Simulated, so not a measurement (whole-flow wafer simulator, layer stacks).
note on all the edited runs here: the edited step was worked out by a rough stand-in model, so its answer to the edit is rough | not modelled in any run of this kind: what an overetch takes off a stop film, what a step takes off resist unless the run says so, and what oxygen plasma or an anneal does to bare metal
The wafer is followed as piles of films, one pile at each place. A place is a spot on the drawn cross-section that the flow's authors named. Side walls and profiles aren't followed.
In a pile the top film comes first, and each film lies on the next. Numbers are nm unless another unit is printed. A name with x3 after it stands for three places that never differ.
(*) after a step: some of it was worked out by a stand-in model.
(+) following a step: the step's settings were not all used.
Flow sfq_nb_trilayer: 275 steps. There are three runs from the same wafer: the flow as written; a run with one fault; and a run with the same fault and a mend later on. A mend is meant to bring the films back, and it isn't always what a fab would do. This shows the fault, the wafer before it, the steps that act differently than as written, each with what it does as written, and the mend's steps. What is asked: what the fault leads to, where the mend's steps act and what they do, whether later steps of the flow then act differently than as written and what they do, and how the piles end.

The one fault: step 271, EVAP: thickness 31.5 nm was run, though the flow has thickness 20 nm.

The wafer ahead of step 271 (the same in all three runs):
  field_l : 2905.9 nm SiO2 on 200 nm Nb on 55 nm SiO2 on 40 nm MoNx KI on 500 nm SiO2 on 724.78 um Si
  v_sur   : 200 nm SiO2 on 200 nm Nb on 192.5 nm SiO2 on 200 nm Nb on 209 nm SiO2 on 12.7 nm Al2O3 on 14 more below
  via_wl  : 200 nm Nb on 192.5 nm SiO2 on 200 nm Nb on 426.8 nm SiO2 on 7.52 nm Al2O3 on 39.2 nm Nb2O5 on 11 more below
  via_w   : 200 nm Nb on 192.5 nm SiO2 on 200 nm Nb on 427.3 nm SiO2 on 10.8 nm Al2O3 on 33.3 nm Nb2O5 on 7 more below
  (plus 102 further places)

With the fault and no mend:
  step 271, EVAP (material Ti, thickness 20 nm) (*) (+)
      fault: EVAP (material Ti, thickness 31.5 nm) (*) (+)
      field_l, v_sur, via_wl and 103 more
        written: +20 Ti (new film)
        fault: +31.5 Ti (new film)
  Later steps of the flow acting differently than as written:
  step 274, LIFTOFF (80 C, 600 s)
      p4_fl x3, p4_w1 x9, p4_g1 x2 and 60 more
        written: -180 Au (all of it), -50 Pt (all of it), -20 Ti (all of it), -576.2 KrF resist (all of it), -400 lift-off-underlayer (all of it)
        fault: -180 Au (all of it), -50 Pt (all of it), -31.5 Ti (all of it), -576.2 KrF resist (all of it), -400 lift-off-underlayer (all of it)
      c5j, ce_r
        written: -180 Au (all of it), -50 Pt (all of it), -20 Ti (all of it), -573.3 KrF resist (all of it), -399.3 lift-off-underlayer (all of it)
        fault: -180 Au (all of it), -50 Pt (all of it), -31.5 Ti (all of it), -573.3 KrF resist (all of it), -399.3 lift-off-underlayer (all of it)
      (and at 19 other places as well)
  The piles end different from the flow's at field_l, v_sur, via_wl and 8 more by more than 2% or 0.5 nm, whichever is larger.
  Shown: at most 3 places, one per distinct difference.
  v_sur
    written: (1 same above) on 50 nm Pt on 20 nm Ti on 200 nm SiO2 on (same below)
    fault: (1 same above) on 50 nm Pt on 31.5 nm Ti on 200 nm SiO2 on (same below)
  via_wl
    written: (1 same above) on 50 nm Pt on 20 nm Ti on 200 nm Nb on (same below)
    fault: (1 same above) on 50 nm Pt on 31.5 nm Ti on 200 nm Nb on (same below)
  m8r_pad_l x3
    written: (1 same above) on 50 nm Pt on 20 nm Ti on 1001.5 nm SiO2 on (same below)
    fault: (1 same above) on 50 nm Pt on 31.5 nm Ti on 1001.5 nm SiO2 on (same below)

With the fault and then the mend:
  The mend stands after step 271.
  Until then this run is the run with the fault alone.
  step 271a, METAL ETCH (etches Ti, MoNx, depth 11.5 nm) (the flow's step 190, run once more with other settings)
      field_l, v_sur, via_wl and 103 more
        -11.5 Ti
  None of the later steps of the flow acts differently than as written at any place that is followed.
  The piles end the same as the flow's at every place that both follow.
